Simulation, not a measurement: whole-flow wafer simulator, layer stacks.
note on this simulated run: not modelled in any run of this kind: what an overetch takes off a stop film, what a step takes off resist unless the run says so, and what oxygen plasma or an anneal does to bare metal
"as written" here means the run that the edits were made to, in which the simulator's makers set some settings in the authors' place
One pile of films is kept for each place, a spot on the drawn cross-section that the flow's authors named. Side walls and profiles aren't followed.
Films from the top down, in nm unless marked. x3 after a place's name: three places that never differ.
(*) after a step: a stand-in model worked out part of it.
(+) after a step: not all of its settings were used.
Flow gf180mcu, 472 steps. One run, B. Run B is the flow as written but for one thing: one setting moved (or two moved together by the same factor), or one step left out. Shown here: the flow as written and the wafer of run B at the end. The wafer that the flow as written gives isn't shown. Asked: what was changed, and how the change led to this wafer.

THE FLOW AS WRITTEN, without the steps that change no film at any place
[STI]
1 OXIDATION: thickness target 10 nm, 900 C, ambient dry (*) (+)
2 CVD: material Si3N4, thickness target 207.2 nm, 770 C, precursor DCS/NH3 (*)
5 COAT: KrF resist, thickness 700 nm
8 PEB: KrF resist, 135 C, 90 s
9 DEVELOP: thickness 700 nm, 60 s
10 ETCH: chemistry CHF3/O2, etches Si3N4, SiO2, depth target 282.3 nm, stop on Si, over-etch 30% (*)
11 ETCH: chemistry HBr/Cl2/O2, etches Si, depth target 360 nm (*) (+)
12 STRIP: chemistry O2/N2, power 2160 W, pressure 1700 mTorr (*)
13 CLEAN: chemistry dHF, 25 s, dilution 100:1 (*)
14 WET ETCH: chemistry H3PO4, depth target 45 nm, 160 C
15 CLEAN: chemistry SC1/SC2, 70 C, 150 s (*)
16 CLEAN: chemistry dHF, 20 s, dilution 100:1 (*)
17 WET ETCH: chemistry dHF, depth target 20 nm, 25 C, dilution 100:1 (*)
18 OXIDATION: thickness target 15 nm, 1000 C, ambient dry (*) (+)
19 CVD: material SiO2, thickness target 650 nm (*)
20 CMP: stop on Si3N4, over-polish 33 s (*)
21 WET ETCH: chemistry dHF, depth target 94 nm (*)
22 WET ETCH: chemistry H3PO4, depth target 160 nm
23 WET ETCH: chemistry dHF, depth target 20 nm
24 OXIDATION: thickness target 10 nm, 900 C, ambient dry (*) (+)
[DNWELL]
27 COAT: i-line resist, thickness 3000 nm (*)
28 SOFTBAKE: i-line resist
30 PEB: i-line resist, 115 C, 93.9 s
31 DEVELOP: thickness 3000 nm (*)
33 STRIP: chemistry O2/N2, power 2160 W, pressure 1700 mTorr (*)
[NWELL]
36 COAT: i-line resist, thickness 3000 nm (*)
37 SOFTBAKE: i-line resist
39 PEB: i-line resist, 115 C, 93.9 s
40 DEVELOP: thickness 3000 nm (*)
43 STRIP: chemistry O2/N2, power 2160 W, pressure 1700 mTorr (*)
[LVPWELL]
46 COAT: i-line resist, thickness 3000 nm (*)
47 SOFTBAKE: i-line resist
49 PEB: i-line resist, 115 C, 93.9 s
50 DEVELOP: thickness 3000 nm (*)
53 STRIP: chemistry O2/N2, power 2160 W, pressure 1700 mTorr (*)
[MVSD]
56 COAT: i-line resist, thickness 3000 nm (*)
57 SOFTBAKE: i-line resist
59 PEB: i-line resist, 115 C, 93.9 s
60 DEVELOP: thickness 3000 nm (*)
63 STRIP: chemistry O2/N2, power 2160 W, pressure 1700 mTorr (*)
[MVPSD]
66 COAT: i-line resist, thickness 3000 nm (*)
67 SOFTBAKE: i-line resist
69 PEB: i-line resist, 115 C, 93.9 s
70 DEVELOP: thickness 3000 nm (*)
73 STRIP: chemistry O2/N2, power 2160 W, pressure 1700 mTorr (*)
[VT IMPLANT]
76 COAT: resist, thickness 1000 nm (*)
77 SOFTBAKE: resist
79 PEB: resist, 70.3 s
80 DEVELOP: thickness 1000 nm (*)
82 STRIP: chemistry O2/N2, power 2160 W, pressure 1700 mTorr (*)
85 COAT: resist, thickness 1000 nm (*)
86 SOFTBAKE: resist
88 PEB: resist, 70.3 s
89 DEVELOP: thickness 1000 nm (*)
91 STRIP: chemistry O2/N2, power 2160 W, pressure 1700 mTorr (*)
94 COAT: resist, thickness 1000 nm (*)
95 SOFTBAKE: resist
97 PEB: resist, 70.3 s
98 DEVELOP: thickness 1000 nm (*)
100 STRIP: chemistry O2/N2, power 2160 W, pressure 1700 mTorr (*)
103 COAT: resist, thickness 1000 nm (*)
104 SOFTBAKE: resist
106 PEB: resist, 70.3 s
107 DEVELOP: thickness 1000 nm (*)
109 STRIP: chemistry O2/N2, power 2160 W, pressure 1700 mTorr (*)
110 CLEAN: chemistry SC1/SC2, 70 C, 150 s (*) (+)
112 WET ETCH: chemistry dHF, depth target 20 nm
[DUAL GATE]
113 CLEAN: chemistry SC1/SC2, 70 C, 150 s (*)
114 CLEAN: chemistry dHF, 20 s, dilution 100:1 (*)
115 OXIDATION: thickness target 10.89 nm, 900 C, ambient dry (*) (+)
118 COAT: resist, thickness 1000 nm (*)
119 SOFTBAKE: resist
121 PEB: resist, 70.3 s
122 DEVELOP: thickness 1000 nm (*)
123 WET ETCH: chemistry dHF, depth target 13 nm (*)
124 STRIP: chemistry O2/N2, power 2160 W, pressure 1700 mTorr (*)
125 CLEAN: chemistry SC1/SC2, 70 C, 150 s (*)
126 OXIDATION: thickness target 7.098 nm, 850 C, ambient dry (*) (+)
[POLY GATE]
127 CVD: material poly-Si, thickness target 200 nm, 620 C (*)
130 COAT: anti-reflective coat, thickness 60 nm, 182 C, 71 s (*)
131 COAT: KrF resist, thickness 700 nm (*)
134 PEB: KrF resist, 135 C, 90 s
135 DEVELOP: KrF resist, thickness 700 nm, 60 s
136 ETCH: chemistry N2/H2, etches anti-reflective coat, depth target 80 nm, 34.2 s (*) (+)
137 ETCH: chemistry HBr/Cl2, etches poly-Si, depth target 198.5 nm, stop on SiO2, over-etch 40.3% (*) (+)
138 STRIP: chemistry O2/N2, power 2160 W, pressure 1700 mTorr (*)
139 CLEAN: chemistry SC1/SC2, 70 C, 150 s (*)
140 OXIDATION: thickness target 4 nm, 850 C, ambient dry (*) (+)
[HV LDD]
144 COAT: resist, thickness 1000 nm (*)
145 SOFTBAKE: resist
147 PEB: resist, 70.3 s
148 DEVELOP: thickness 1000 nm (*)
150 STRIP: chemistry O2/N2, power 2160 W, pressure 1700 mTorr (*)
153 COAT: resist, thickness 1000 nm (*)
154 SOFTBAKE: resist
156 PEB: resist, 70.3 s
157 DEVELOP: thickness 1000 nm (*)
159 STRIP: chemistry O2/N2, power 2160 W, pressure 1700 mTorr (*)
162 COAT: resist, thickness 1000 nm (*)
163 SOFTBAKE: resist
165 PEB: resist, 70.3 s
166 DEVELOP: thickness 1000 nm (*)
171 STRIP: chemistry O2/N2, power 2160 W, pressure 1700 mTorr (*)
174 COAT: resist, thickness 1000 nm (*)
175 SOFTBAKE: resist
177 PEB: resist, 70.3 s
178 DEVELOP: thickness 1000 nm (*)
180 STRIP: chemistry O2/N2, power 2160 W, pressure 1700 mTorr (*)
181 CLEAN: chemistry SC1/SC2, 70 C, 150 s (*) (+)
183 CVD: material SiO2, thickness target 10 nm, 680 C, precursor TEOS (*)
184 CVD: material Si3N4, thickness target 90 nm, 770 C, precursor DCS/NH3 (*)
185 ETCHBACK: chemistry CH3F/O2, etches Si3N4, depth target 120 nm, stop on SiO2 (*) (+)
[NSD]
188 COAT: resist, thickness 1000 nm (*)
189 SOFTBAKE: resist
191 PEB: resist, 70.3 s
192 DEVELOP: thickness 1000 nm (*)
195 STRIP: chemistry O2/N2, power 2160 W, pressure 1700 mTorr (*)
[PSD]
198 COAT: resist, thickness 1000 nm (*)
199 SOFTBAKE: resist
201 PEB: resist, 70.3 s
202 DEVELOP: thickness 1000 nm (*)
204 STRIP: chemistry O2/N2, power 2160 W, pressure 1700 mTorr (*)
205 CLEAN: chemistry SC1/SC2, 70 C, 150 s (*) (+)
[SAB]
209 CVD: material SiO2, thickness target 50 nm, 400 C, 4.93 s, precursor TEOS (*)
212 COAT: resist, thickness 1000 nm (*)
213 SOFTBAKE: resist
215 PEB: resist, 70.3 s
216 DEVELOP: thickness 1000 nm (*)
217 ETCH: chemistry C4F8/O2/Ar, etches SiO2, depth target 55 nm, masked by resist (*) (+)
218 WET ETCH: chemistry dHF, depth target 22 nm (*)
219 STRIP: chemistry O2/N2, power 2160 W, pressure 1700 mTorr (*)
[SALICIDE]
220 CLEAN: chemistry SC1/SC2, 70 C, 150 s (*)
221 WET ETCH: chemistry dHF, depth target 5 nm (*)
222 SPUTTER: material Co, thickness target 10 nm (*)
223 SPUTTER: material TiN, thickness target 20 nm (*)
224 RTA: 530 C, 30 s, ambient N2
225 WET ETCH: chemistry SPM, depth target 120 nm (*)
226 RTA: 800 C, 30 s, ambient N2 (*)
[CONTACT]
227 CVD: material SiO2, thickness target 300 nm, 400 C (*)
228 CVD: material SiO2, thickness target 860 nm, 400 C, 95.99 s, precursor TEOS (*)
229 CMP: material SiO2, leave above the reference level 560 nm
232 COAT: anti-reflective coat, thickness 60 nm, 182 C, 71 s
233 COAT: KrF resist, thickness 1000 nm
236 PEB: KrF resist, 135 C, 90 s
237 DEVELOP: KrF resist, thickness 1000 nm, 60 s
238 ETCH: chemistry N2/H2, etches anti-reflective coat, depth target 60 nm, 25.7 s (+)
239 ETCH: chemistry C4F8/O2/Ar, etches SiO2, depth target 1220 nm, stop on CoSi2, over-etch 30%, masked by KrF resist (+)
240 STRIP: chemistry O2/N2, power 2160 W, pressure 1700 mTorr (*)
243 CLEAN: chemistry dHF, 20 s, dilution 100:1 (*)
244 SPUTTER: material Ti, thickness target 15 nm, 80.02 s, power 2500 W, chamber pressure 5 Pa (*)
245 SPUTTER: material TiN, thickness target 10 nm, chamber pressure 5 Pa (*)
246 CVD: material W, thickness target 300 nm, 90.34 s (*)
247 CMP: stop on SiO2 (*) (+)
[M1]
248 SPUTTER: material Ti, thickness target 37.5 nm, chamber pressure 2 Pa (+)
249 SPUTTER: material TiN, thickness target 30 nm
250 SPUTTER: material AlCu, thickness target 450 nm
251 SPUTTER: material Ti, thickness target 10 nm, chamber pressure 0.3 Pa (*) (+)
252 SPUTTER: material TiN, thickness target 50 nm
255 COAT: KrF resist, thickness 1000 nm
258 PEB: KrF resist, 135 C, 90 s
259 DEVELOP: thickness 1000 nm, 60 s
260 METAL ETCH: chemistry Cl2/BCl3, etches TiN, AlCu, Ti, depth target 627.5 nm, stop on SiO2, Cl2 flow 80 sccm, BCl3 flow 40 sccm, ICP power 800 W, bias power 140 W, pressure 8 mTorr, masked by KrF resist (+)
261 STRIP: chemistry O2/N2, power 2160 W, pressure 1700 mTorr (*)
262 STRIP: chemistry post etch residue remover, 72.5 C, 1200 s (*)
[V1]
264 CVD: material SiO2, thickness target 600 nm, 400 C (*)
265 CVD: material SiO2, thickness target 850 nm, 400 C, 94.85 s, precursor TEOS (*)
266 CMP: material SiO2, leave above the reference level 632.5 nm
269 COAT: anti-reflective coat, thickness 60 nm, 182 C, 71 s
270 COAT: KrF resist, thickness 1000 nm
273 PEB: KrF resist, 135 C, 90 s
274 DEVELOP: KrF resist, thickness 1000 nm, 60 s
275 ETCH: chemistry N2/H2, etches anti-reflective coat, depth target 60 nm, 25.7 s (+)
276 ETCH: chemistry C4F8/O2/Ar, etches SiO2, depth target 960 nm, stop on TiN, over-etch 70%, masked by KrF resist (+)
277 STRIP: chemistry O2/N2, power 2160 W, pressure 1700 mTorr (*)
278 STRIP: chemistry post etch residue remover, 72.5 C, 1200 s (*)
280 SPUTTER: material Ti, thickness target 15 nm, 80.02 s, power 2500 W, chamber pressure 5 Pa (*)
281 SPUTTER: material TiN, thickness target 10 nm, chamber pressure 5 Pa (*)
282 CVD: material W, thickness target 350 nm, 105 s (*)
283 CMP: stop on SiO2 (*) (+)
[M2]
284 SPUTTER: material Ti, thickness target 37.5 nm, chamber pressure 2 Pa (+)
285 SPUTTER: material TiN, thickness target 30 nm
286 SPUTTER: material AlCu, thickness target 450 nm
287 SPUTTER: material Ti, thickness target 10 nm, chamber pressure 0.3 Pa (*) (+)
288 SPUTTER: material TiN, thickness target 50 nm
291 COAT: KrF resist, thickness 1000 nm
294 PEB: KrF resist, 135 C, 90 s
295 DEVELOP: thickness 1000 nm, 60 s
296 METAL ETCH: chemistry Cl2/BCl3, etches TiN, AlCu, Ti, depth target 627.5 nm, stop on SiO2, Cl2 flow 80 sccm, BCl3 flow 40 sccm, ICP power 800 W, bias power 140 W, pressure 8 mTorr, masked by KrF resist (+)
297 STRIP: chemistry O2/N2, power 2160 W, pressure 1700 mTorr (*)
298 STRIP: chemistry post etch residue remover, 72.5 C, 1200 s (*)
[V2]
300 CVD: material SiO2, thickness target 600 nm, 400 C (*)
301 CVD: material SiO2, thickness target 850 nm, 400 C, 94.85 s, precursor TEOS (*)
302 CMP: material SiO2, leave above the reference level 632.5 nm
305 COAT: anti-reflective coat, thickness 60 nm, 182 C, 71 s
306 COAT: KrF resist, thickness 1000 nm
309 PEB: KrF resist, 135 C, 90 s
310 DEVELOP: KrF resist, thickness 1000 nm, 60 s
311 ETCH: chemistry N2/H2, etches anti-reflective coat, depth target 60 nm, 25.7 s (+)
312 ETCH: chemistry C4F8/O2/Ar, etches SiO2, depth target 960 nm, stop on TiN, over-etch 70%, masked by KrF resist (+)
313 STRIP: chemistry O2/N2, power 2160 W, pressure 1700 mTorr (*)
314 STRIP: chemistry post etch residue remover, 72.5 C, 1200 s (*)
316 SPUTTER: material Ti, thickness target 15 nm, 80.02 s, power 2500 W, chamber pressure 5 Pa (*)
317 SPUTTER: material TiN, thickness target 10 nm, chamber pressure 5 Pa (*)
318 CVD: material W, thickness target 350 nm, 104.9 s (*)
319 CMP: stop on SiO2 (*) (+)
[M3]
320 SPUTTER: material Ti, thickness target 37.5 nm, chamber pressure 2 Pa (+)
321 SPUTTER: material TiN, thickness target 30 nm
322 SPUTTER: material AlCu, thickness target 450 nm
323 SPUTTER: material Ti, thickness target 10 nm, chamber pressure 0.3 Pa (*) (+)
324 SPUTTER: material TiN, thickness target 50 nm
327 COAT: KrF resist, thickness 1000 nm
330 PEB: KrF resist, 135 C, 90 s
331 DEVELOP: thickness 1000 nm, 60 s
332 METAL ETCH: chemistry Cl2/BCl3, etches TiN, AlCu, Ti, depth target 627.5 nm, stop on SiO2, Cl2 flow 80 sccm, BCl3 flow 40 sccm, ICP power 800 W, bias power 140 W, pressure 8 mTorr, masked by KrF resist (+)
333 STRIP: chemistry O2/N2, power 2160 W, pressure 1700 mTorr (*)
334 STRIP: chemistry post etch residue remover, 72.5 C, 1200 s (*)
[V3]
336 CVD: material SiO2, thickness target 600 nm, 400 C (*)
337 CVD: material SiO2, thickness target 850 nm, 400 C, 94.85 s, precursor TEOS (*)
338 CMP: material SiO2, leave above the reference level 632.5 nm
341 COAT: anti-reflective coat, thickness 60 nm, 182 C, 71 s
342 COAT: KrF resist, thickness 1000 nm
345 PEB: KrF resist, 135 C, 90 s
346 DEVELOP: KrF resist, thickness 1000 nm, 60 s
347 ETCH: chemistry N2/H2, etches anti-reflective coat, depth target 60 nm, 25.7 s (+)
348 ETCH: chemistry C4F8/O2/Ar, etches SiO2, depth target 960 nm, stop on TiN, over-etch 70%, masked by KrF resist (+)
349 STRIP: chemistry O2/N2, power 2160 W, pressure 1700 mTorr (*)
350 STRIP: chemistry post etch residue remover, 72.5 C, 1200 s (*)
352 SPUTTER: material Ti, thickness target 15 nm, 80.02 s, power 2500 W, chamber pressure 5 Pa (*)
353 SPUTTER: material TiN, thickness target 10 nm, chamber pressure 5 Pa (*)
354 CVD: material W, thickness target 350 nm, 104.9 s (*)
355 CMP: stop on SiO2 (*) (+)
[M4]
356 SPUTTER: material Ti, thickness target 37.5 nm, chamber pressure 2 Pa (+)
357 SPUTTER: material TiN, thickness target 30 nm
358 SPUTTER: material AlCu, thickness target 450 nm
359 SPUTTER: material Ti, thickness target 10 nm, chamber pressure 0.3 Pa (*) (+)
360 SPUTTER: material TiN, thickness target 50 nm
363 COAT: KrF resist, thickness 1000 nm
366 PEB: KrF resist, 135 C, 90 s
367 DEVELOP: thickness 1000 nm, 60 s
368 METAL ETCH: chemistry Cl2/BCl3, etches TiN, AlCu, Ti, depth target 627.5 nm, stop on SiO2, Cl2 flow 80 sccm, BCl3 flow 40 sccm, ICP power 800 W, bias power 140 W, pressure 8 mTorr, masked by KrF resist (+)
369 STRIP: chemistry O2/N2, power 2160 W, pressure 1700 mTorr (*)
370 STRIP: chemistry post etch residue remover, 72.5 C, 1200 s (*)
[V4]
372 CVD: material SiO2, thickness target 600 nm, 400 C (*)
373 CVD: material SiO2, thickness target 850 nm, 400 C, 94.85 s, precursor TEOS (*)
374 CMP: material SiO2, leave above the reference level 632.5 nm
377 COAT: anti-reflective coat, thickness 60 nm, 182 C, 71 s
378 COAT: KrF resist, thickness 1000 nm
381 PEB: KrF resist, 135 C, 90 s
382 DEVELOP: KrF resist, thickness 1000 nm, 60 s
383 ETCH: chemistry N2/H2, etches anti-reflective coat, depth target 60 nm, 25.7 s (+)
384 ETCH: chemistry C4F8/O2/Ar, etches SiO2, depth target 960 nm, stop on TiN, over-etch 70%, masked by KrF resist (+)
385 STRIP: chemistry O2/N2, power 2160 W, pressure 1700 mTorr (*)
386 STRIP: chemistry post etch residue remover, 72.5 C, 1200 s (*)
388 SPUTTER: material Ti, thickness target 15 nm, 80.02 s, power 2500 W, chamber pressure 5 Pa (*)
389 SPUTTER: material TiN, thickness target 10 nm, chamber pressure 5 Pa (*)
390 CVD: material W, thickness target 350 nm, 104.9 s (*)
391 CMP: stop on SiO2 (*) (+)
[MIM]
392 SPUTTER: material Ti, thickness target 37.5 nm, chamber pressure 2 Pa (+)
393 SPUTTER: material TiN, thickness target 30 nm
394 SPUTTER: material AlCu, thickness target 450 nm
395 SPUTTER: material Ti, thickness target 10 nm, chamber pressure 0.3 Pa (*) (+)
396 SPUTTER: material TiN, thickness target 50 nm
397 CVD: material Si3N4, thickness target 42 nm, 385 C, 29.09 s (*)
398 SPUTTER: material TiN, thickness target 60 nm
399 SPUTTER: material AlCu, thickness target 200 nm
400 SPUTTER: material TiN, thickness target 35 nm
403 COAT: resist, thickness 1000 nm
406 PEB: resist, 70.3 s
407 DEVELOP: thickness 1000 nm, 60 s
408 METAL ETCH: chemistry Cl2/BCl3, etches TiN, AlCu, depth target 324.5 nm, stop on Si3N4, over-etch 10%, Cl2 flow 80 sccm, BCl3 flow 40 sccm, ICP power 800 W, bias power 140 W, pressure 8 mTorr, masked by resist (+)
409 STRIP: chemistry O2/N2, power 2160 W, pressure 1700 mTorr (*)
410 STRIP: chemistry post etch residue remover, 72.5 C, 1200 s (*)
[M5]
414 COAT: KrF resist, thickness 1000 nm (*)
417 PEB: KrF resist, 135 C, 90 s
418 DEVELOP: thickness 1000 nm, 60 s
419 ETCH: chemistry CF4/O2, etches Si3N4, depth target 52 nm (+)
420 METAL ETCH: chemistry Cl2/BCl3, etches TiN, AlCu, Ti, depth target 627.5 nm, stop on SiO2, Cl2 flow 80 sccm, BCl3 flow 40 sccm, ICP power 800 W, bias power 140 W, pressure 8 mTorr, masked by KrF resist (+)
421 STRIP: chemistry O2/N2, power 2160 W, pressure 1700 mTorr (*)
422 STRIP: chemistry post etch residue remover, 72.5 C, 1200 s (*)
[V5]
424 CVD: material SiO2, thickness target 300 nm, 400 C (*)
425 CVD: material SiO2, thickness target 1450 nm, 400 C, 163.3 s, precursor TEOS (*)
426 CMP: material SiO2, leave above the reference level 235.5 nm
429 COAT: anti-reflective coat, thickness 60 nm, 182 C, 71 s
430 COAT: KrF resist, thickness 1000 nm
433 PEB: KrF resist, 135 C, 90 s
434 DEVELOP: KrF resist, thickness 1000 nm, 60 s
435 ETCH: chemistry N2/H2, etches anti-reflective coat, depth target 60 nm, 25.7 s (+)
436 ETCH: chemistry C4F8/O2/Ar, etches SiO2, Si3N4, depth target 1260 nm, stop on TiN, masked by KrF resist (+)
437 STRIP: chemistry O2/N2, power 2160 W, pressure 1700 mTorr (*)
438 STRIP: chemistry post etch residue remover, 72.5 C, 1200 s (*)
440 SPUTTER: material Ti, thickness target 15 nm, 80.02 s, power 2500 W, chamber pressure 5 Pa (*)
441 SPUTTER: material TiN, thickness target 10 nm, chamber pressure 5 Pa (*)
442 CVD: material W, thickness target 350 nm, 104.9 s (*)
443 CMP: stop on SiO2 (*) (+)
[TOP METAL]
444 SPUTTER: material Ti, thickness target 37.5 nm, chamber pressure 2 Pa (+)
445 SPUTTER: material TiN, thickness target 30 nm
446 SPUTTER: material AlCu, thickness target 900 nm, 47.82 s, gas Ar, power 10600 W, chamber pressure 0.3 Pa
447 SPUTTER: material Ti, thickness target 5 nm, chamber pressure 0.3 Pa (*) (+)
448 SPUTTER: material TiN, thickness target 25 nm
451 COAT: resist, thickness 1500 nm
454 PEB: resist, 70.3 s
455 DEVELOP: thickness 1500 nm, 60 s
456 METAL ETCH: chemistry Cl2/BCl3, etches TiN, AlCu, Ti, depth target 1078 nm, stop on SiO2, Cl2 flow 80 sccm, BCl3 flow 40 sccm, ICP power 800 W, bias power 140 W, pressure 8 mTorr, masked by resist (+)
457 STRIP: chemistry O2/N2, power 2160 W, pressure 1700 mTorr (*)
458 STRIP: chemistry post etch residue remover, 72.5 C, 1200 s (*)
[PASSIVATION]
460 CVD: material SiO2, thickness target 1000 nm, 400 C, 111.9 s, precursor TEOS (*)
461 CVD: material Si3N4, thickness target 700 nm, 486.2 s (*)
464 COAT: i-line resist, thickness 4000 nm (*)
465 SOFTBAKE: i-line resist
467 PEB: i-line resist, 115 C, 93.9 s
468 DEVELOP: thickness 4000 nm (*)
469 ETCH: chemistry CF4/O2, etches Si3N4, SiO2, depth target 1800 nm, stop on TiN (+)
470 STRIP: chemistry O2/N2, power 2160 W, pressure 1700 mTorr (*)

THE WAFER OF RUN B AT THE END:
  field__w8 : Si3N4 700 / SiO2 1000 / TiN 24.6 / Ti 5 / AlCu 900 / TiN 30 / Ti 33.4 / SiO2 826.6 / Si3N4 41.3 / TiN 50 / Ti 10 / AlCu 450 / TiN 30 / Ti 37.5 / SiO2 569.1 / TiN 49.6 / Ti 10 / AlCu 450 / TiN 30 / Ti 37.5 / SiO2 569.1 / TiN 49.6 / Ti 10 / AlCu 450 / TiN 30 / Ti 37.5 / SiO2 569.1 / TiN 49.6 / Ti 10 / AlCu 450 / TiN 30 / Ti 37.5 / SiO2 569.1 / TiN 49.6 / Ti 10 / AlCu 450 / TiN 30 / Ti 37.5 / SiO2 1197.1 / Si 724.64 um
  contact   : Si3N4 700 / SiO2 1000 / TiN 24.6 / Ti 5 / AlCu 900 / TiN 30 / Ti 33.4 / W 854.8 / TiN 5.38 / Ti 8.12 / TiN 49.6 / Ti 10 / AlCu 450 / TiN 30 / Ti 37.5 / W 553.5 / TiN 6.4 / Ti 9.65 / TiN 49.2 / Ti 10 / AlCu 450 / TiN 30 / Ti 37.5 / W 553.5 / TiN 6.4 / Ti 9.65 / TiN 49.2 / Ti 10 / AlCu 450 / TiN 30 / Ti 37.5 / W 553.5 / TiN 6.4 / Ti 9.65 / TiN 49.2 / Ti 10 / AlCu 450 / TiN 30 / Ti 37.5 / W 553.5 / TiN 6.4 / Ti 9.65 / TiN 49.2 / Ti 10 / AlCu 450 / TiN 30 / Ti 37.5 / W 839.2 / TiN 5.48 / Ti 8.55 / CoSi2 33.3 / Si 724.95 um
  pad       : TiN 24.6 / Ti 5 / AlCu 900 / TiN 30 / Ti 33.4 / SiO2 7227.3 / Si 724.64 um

The cause: step 444, SPUTTER: thickness target 33.4 nm was run, where the flow has thickness target 37.5 nm.
It can be read off the wafer: field__w8 has Ti 33.4, and step 444 as written asks for 37.5 nm.

How the change led to this, step by step:
  444 SPUTTER: material Ti, thickness target 37.5 nm, chamber pressure 2 Pa (+)
      field, field__w1, field__w2 and 109 more: Ti +33.4 (new film) (as written it would be: Ti +37.5 (new film))
  456 METAL ETCH: chemistry Cl2/BCl3, etches TiN, AlCu, Ti, depth target 1078 nm, stop on SiO2, Cl2 flow 80 sccm, BCl3 flow 40 sccm, ICP power 800 W, bias power 140 W, pressure 8 mTorr, masked by resist (+)
      field, field__w1, field__w2 and 103 more: TiN -25 (all of it), Ti -5 (all of it), AlCu -900 (all of it), TiN -30 (all of it), Ti -33.4 (all of it) (as written it would be: TiN -25 (all of it), Ti -5 (all of it), AlCu -900 (all of it), TiN -30 (all of it), Ti -37.5 (all of it))
